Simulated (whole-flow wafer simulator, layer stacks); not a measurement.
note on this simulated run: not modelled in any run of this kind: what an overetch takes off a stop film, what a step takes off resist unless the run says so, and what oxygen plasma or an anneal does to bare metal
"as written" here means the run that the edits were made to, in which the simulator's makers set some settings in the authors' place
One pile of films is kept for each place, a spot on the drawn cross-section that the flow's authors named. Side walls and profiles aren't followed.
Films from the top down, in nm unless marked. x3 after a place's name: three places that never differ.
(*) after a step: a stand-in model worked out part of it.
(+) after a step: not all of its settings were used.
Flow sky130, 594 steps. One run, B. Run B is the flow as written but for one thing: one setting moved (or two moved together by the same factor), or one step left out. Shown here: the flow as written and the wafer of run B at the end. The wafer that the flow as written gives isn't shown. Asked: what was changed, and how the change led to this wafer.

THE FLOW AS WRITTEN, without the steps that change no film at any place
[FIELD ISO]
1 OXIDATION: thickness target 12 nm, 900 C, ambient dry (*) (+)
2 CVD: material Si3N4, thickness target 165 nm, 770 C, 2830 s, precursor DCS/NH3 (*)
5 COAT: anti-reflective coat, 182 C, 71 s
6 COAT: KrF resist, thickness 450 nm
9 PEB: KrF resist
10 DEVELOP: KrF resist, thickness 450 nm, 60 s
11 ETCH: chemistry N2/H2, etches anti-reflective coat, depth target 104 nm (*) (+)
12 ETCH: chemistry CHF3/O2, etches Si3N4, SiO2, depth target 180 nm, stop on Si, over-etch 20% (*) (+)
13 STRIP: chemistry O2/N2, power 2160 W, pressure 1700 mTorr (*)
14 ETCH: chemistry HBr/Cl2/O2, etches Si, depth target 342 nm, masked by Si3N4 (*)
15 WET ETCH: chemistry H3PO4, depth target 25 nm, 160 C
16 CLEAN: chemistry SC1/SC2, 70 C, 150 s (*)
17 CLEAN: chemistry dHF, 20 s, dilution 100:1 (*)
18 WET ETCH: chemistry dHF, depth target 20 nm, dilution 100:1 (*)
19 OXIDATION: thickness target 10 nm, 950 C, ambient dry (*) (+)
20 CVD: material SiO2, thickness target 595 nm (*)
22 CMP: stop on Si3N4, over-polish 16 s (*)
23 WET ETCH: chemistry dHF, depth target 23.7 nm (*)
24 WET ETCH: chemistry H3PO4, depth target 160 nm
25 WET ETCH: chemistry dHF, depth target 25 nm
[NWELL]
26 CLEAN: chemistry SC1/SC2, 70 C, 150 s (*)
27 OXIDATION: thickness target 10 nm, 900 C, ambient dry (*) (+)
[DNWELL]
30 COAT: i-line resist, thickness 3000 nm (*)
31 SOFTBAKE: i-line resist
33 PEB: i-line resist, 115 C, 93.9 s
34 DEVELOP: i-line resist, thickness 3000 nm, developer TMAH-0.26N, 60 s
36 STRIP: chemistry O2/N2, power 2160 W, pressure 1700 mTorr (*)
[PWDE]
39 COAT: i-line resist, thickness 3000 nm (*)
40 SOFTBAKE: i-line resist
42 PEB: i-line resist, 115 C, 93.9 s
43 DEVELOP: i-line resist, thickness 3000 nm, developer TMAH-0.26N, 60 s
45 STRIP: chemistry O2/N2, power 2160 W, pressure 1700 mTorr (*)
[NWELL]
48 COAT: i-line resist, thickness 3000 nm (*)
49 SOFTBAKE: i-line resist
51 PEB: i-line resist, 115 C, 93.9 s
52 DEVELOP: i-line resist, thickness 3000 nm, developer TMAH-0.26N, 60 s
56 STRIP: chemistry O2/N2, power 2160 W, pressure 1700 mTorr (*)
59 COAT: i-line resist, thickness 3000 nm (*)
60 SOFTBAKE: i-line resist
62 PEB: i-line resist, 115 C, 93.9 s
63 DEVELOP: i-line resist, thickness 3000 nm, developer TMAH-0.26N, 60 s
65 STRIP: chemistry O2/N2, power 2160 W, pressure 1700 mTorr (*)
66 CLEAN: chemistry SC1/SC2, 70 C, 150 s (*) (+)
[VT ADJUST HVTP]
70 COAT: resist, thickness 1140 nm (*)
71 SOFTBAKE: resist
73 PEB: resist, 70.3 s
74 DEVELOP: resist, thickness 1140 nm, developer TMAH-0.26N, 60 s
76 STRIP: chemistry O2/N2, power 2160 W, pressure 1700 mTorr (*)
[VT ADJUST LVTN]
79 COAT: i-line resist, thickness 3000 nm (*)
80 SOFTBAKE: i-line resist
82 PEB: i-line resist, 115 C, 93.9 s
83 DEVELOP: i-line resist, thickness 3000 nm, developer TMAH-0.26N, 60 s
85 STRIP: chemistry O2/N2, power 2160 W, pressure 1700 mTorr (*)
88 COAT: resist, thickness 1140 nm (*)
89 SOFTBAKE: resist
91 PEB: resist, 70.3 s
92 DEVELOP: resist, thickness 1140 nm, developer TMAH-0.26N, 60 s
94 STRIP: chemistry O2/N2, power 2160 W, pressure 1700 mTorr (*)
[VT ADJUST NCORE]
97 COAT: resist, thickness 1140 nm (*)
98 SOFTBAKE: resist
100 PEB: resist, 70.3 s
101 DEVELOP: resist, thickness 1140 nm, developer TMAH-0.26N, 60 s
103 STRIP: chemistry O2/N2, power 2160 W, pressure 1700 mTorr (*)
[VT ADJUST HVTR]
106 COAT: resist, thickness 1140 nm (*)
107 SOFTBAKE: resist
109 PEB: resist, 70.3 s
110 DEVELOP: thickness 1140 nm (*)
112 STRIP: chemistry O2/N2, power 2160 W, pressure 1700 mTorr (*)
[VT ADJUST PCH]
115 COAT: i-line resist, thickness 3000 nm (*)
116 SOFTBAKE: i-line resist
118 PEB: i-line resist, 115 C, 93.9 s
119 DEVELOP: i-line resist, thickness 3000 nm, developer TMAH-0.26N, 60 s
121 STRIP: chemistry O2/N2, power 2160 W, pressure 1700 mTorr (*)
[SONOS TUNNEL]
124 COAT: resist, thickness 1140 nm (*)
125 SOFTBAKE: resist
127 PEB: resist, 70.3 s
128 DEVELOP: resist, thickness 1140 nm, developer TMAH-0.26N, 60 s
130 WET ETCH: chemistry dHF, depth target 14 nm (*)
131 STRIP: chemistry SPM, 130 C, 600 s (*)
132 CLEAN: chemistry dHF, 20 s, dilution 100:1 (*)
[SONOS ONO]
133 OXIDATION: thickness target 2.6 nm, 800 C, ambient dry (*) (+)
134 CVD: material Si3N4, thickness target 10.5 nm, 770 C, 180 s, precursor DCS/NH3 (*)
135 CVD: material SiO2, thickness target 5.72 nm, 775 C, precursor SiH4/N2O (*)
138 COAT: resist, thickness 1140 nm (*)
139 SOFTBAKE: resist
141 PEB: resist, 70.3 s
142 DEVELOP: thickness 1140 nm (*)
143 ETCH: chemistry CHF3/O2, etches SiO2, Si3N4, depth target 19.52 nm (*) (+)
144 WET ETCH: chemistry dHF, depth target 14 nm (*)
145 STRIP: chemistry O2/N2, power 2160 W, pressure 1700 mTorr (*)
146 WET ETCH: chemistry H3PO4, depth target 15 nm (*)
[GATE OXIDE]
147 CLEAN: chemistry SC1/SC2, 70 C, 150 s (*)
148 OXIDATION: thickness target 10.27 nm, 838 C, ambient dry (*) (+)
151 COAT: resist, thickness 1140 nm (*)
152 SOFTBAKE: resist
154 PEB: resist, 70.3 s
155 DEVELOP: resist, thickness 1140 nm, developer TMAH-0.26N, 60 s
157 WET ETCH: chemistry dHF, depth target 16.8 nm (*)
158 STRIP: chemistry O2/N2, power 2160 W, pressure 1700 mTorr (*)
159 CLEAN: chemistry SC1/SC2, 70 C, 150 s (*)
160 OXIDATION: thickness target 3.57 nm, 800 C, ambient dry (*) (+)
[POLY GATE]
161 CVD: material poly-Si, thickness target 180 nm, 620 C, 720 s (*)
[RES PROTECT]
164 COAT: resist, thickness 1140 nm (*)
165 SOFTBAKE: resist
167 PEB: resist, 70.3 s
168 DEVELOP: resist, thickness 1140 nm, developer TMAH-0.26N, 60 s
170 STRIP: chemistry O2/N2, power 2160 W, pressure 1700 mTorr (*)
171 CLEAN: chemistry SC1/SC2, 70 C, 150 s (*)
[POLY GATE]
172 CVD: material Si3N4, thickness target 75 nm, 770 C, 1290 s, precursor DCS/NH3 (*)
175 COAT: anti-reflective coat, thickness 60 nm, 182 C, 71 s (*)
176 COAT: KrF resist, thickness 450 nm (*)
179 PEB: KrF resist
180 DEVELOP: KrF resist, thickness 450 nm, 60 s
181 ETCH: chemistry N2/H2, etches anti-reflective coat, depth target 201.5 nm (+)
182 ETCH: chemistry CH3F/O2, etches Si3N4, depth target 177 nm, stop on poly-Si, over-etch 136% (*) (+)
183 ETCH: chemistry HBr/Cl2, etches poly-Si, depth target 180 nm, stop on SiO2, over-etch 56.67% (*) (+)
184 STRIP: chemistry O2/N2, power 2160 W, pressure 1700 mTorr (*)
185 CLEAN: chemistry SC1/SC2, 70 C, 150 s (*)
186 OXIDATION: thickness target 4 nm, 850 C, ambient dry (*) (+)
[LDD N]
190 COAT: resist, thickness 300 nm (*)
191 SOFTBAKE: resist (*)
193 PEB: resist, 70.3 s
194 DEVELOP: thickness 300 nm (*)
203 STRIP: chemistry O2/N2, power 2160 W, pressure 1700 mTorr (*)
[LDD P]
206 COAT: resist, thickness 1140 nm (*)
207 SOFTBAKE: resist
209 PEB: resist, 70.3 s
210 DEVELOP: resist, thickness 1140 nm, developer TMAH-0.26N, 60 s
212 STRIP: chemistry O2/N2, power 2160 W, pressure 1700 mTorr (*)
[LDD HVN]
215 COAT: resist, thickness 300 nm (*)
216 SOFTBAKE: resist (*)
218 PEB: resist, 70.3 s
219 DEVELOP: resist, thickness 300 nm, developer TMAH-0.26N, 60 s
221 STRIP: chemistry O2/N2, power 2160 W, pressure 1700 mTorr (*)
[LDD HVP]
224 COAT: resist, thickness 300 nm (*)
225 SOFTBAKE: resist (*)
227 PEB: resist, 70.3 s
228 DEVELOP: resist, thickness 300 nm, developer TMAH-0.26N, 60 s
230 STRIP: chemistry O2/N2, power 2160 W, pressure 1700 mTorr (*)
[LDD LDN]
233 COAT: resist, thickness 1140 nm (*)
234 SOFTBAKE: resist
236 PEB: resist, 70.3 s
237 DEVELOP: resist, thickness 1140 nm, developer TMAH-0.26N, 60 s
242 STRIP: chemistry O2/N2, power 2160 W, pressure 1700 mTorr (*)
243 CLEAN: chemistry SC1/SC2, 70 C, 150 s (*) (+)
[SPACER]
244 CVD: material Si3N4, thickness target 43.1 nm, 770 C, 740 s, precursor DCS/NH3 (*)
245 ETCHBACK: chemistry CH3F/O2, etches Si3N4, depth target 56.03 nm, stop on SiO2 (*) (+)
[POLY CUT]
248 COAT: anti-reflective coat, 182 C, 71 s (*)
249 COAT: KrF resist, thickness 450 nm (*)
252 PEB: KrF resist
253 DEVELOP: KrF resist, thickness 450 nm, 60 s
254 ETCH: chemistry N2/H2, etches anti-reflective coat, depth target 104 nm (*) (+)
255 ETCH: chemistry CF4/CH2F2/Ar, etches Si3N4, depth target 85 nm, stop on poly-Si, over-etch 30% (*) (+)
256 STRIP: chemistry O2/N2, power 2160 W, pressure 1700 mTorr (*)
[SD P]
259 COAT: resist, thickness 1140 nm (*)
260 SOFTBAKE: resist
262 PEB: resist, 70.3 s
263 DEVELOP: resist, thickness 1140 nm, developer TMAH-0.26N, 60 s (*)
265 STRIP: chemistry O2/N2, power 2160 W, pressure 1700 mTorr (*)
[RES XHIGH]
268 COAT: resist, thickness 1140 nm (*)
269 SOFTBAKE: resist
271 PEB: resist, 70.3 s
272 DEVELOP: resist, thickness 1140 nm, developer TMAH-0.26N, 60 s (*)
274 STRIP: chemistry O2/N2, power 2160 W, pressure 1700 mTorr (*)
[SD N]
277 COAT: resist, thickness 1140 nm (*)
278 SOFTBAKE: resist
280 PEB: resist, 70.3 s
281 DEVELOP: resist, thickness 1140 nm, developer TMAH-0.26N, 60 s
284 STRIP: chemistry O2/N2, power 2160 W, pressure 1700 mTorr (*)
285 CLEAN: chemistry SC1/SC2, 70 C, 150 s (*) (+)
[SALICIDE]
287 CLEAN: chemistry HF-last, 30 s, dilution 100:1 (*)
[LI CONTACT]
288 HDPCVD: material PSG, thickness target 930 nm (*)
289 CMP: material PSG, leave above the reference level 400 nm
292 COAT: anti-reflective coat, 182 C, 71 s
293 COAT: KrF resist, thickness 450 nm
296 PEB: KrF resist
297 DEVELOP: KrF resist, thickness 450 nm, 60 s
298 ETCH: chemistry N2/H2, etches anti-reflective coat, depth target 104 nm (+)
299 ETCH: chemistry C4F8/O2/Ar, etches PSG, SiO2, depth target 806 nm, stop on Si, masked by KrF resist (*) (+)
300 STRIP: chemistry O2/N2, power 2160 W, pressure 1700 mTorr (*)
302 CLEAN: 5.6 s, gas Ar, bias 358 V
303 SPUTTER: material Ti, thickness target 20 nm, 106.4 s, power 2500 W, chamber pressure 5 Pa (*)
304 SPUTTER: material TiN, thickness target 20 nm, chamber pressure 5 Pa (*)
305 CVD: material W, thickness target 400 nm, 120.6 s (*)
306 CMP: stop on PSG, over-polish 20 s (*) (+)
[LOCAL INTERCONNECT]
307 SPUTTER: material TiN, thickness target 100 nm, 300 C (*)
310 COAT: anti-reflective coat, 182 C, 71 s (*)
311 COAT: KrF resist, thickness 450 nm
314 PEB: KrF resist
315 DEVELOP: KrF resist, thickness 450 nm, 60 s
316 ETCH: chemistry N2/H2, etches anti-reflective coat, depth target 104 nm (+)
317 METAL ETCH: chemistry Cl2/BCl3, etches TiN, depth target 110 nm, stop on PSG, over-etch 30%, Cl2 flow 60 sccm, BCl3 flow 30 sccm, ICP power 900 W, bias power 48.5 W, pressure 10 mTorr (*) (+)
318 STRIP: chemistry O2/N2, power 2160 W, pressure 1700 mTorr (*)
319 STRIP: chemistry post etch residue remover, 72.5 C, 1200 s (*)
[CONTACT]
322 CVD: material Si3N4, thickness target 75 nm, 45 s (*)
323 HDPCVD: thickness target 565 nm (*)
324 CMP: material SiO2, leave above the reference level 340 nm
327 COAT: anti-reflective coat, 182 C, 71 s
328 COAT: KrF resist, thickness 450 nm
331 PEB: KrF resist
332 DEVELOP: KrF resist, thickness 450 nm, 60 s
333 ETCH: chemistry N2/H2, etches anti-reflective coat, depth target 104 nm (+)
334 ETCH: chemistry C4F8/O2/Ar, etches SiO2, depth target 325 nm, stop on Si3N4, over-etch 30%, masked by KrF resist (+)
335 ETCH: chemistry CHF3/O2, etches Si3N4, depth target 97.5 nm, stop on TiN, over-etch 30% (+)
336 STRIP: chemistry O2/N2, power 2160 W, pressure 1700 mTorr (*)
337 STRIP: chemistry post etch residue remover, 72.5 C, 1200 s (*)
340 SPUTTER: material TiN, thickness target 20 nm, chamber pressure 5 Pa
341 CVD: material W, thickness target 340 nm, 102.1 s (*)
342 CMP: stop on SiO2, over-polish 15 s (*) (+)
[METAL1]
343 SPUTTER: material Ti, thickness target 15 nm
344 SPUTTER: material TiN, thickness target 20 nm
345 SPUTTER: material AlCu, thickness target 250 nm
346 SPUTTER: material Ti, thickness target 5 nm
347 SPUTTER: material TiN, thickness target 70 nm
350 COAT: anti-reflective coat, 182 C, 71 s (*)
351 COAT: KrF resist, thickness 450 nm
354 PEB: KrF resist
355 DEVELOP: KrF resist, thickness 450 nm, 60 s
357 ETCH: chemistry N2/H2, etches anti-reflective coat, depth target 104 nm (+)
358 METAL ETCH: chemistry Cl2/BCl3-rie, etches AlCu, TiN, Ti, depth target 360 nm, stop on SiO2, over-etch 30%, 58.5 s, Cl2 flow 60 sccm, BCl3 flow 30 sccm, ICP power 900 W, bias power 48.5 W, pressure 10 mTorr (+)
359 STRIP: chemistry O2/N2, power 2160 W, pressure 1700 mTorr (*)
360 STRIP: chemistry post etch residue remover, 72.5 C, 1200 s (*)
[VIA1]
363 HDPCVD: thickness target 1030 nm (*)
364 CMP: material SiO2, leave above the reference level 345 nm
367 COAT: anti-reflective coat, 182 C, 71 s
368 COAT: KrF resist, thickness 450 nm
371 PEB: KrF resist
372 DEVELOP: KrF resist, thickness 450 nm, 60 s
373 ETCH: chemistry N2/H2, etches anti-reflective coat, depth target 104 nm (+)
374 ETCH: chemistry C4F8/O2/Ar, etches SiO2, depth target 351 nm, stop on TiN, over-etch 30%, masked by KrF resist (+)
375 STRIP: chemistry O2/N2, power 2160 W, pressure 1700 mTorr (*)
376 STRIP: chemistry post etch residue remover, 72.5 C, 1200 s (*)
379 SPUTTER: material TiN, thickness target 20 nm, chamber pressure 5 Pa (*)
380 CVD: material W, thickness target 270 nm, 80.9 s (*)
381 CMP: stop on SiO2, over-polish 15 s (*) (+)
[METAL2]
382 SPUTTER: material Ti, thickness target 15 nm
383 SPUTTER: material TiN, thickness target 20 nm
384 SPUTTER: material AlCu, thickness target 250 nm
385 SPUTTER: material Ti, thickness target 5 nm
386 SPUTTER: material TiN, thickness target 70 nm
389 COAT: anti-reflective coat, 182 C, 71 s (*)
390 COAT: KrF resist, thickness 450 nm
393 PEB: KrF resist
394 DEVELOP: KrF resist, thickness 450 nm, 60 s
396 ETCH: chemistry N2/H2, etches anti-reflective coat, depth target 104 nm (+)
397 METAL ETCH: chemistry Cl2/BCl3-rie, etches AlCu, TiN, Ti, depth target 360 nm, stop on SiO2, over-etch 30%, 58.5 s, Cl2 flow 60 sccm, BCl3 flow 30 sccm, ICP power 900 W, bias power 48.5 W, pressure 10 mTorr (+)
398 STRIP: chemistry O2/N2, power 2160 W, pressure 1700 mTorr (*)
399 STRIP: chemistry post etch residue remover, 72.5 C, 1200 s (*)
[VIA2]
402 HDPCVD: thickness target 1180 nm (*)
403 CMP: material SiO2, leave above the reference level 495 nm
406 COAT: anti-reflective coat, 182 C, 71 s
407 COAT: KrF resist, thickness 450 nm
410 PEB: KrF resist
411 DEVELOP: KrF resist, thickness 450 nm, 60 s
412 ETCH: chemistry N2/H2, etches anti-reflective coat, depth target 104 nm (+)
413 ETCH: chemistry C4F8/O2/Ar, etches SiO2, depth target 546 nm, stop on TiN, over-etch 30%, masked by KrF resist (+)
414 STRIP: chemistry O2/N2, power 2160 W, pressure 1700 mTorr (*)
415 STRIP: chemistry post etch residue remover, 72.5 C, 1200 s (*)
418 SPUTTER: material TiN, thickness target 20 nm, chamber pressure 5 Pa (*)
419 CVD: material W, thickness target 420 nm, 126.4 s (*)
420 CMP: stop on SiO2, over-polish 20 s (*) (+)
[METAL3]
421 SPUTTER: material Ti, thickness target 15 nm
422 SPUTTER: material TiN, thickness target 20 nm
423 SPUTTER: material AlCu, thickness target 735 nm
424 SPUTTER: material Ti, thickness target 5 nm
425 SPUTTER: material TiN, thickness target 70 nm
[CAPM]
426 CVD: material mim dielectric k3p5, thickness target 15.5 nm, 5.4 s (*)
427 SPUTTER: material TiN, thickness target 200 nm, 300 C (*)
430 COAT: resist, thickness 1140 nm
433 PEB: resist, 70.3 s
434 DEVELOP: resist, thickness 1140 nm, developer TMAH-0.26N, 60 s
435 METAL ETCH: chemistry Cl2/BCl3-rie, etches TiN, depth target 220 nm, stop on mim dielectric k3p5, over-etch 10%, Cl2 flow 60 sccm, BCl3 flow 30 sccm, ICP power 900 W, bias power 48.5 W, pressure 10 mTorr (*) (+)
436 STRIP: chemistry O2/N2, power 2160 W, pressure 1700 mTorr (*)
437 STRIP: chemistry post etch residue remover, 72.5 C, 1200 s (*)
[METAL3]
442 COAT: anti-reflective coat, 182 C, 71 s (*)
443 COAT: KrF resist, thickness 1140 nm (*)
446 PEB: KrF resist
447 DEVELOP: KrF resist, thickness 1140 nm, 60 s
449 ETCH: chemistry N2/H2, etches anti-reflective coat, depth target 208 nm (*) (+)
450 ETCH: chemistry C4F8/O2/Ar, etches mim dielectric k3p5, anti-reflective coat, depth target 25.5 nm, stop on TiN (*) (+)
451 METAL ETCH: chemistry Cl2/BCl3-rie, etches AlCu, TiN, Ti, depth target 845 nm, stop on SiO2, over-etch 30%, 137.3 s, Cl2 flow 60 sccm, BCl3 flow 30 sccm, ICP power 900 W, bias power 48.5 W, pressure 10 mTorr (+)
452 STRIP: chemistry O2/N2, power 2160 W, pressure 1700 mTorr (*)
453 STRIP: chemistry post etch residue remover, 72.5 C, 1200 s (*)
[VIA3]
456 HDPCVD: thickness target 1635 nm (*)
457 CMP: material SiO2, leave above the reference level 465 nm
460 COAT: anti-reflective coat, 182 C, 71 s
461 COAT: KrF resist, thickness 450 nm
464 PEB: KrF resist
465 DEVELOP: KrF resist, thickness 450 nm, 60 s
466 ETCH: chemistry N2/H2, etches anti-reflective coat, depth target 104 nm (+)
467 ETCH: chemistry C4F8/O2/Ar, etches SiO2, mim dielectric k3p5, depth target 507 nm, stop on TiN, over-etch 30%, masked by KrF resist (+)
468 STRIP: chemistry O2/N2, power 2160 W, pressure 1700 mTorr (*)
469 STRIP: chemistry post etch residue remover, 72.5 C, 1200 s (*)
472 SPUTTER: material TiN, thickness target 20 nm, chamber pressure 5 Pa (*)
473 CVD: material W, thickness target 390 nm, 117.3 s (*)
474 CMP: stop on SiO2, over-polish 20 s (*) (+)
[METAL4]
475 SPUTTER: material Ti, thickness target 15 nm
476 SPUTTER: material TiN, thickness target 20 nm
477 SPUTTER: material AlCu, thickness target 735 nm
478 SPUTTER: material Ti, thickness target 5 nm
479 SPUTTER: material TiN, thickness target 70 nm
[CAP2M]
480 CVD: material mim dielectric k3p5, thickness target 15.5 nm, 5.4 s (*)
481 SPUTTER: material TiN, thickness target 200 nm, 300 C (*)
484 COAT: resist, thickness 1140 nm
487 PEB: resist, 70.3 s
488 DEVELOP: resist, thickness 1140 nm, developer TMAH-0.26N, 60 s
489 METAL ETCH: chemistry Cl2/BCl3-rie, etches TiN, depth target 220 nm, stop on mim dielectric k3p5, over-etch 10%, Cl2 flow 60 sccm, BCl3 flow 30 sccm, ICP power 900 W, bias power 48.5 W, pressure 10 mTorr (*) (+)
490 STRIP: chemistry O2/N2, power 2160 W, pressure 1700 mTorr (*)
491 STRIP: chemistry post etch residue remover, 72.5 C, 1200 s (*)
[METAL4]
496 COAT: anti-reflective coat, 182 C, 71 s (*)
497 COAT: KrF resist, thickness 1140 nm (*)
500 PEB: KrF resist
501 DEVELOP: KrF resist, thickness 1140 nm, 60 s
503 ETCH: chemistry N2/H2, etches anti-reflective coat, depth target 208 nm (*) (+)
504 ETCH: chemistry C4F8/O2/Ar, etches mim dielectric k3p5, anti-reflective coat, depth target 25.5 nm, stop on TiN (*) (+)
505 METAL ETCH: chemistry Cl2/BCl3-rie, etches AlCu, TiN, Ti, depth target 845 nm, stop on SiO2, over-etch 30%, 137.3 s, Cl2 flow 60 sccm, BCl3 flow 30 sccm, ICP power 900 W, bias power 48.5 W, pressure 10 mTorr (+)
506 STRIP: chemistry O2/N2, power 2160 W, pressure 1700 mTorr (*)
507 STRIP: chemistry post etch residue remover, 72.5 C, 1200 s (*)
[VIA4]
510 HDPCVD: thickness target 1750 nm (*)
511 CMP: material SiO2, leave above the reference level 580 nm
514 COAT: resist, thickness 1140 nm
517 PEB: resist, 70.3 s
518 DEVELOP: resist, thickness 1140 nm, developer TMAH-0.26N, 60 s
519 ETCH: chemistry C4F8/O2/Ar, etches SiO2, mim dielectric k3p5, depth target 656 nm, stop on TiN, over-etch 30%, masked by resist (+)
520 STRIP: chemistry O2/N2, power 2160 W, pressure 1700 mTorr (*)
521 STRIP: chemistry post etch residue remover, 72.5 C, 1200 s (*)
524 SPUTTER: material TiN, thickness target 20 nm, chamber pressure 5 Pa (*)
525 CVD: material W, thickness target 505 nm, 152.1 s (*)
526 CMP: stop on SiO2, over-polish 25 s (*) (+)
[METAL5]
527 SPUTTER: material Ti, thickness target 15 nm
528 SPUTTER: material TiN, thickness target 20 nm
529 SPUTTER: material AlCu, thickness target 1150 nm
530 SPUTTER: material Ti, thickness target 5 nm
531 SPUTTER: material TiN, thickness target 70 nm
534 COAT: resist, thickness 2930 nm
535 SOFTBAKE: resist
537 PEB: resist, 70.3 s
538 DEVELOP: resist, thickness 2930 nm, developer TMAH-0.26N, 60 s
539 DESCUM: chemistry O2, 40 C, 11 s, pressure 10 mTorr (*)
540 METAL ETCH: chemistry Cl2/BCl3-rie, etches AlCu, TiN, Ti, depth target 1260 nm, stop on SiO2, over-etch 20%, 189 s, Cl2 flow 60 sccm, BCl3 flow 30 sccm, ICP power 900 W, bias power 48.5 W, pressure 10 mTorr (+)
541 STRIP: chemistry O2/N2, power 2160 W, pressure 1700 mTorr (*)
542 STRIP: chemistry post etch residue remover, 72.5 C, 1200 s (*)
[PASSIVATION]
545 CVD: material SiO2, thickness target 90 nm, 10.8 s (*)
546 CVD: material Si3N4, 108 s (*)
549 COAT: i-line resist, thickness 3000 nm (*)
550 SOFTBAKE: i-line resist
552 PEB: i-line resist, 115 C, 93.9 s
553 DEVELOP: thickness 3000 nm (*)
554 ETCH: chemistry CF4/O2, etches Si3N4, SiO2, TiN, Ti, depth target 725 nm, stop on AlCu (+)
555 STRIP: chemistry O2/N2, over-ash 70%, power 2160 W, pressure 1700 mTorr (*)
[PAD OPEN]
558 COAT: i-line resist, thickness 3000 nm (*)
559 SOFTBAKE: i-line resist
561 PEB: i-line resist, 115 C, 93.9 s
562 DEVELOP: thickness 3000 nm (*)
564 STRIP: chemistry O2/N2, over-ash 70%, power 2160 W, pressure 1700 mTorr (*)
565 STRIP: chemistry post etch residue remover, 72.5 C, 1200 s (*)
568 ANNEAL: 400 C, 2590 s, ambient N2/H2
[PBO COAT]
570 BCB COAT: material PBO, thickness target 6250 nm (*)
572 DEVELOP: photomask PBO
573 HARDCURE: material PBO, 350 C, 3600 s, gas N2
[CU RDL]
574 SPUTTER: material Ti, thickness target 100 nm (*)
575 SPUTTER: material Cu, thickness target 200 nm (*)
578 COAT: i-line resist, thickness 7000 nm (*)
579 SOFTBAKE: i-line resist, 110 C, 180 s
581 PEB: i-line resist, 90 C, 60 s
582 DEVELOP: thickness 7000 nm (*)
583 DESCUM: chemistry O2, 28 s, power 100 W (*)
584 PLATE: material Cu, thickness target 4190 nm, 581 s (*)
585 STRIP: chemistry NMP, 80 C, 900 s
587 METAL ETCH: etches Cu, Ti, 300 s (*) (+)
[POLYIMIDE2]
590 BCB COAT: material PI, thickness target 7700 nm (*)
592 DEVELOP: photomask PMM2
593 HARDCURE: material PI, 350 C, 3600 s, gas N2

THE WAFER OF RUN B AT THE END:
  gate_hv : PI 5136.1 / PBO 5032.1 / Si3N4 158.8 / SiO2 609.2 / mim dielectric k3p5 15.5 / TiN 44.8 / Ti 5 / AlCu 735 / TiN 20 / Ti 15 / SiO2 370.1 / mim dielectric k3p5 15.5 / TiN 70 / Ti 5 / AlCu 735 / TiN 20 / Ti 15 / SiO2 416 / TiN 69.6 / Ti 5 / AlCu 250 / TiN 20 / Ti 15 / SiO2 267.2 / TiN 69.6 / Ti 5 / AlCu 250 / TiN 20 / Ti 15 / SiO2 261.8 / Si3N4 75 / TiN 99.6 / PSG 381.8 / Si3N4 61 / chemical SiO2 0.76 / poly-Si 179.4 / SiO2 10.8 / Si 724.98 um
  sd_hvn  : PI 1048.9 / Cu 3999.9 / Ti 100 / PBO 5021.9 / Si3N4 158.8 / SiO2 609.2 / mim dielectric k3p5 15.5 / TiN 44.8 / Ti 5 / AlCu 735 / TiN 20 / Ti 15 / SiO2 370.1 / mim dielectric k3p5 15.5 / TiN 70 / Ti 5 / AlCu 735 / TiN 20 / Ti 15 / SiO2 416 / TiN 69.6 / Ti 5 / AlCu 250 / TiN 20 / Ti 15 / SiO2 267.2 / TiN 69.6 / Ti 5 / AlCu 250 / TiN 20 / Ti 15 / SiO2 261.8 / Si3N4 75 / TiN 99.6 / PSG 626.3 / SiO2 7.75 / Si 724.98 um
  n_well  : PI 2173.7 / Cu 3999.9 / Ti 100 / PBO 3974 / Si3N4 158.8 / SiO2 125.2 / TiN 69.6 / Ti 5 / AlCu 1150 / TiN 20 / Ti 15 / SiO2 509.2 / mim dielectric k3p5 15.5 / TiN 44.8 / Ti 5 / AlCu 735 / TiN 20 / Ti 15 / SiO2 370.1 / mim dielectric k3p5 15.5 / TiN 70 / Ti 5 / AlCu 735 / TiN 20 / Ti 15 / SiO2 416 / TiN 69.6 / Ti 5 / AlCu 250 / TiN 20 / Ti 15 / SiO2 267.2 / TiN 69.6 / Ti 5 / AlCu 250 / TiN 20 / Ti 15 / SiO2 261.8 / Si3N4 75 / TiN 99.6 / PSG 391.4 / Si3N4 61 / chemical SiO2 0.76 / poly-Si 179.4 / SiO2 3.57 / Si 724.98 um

The cause: step 479, SPUTTER: thickness target 44.8 nm was run, where the flow has thickness target 70 nm.
It can be read off the wafer: gate_hv has TiN 44.8, and step 479 as written asks for 70 nm.

How the change led to this, step by step:
  479 SPUTTER: material TiN, thickness target 70 nm
      field, active, n_well and 189 more: TiN +44.8 (new film) (as written it would be: TiN +70 (new film))
  505 METAL ETCH: chemistry Cl2/BCl3-rie, etches AlCu, TiN, Ti, depth target 845 nm, stop on SiO2, over-etch 30%, 137.3 s, Cl2 flow 60 sccm, BCl3 flow 30 sccm, ICP power 900 W, bias power 48.5 W, pressure 10 mTorr (+)
      field, gate, spacer and 68 more: TiN -44.8 (all of it), Ti -5 (all of it), AlCu -735 (all of it), TiN -20 (all of it), Ti -15 (all of it), SiO2 -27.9 (as written it would be: TiN -70 (all of it), Ti -5 (all of it), AlCu -735 (all of it), TiN -20 (all of it), Ti -15 (all of it), SiO2 -25.4)
      active, vpp_iso1, mim_edge_plate and 14 more: TiN -44.8 (all of it), Ti -5 (all of it), AlCu -735 (all of it), TiN -20 (all of it), Ti -15 (all of it), SiO2 -27.9 (as written it would be: TiN -70 (all of it), Ti -5 (all of it), AlCu -735 (all of it), TiN -20 (all of it), Ti -15 (all of it), SiO2 -25.3)
  511 CMP: material SiO2, leave above the reference level 580 nm
      m1, via3_hole: SiO2 -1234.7 (as written it would be: SiO2 -1259.9)
  519 ETCH: chemistry C4F8/O2/Ar, etches SiO2, mim dielectric k3p5, depth target 656 nm, stop on TiN, over-etch 30%, masked by resist (+)
      m1: SiO2 -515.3 (all of it), mim dielectric k3p5 -15.5 (all of it) (as written it would be: SiO2 -490.1 (all of it), mim dielectric k3p5 -15.5 (all of it))
      via4_hole: SiO2 -514.7 (all of it), mim dielectric k3p5 -15.5 (all of it) (as written it would be: SiO2 -489.5 (all of it), mim dielectric k3p5 -15.5 (all of it))
  525 CVD: material W, thickness target 505 nm, 152.1 s (*)
      m1: W +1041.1 (new film) (as written it would be: W +1015.8 (new film))
      via4_hole: W +1040.5 (new film) (as written it would be: W +1015.2 (new film))
